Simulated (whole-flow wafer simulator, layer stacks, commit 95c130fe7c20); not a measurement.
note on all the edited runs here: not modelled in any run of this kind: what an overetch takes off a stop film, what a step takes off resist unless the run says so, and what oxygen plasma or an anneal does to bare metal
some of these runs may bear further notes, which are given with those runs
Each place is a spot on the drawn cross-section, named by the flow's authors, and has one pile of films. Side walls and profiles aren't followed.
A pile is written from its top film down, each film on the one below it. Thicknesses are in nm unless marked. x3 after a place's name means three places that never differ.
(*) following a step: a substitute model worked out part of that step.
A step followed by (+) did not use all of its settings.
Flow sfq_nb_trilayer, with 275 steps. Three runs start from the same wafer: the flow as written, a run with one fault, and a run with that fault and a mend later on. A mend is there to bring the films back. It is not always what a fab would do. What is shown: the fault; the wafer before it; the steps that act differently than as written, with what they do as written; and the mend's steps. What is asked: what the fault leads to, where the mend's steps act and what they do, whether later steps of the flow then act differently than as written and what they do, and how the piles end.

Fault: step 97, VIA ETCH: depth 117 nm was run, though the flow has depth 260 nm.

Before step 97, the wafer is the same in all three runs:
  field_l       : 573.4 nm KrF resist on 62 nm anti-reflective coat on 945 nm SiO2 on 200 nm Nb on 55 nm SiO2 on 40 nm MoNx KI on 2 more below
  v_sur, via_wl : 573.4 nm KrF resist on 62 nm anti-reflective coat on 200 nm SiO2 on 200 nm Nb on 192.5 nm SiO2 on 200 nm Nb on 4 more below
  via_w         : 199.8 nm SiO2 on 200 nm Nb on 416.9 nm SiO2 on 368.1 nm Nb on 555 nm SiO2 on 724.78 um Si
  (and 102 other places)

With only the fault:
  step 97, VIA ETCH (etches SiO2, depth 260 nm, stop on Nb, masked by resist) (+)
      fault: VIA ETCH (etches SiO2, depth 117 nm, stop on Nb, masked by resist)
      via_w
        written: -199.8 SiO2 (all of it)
        fault: -117 SiO2
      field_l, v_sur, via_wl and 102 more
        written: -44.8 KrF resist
        fault: -20.2 KrF resist
  Later steps of the flow acting differently than as written (3 more steps, not shown, differ only slightly: by at most 2% or 0.5 nm, whichever is larger):
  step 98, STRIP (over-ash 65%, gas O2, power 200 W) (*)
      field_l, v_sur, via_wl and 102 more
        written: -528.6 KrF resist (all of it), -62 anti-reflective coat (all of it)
        fault: -553.3 KrF resist (all of it), -62 anti-reflective coat (all of it)
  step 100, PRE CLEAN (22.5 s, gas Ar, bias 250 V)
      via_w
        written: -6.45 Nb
        fault: -7.5 SiO2
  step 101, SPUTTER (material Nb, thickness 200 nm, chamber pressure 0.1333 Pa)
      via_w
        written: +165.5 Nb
        fault: +183.7 Nb (new film)
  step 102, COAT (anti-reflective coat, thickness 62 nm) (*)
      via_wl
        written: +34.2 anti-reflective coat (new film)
        fault: +38.8 anti-reflective coat (new film)
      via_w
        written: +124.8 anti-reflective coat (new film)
        fault: +105.9 anti-reflective coat (new film)
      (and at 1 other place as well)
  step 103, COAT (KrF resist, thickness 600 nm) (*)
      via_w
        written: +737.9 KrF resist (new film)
        fault: +670.4 KrF resist (new film)
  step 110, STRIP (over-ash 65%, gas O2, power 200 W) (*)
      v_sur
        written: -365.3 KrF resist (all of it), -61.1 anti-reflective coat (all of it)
        fault: -372.8 KrF resist (all of it), -60.7 anti-reflective coat (all of it)
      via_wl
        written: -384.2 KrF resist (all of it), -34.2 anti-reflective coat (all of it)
        fault: -390.1 KrF resist (all of it), -38.8 anti-reflective coat (all of it)
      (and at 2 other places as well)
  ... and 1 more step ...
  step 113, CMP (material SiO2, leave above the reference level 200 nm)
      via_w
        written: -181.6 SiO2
        fault: -166.5 SiO2
  By the end, the piles at via_w depart from the flow's by more than 2% or 0.5 nm, whichever is larger.
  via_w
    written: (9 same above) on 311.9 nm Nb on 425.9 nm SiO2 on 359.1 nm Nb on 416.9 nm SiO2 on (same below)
    fault: (9 same above) on 311.9 nm Nb on 326 nm SiO2 on 183.7 nm Nb on 75.3 nm SiO2 on 200 nm Nb on 416.9 nm SiO2 on (same below)

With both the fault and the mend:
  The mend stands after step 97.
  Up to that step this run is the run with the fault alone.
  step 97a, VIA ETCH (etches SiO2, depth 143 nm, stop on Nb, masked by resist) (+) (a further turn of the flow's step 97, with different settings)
      field_l, v_sur, via_wl and 102 more
        -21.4 KrF resist
      via_w
        -82.8 SiO2 (all of it)
  Later steps of the flow that are run all act as written at every place that is followed, up to a difference of at most 2% or 0.5 nm, whichever is larger.
  At every place that both follow, the piles at the end match the flow's.
